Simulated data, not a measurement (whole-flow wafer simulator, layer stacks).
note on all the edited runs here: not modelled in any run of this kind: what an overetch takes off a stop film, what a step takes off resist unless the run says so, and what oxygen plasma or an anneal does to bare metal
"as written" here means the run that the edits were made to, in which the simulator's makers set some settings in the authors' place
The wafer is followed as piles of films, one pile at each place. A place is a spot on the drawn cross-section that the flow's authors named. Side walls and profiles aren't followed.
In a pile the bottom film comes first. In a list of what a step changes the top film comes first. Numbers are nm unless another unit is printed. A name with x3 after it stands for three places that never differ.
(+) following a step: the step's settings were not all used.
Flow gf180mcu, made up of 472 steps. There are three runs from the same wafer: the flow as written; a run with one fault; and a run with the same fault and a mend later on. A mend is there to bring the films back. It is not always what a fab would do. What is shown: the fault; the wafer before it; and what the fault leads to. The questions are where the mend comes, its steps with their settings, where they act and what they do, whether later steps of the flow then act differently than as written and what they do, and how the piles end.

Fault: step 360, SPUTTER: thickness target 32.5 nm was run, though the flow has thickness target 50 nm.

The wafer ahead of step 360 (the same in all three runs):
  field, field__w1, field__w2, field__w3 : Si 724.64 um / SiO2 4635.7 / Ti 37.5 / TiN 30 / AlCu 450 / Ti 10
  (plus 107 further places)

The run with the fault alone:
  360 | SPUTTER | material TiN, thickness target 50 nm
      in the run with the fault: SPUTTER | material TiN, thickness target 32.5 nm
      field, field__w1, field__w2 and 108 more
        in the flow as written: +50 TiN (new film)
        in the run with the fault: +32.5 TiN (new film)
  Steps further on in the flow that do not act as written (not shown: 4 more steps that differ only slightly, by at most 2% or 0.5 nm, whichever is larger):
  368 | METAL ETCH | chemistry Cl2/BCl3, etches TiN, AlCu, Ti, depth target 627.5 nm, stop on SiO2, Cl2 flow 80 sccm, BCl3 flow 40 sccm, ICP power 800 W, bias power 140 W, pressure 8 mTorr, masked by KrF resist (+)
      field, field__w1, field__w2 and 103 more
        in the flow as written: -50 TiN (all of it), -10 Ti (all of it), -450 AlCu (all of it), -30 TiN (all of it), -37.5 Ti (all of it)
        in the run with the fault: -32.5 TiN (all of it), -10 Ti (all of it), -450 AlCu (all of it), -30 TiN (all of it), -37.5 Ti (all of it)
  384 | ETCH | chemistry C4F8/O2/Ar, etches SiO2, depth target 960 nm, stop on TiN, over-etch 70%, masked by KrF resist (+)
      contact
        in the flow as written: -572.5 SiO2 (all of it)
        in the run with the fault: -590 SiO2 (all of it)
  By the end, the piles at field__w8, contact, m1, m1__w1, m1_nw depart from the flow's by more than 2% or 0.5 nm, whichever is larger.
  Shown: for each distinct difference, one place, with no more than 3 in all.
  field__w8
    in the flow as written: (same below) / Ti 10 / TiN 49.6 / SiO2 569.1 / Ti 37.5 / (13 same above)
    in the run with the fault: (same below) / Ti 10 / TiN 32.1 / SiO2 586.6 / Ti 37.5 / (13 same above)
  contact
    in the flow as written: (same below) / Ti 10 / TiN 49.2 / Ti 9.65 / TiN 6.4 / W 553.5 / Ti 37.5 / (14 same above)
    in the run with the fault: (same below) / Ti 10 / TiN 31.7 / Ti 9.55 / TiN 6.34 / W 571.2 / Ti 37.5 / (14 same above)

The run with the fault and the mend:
  The mend stands after step 360.
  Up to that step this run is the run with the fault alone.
  360a | SPUTTER | material TiN, thickness target 17.5 nm (the flow's step 360 again, with other settings)
      field, field__w1, field__w2 and 108 more
        +17.5 TiN
  None of the later steps of the flow acts differently than as written at any place that is followed.
  The piles end the same as the flow's at every place that both follow.
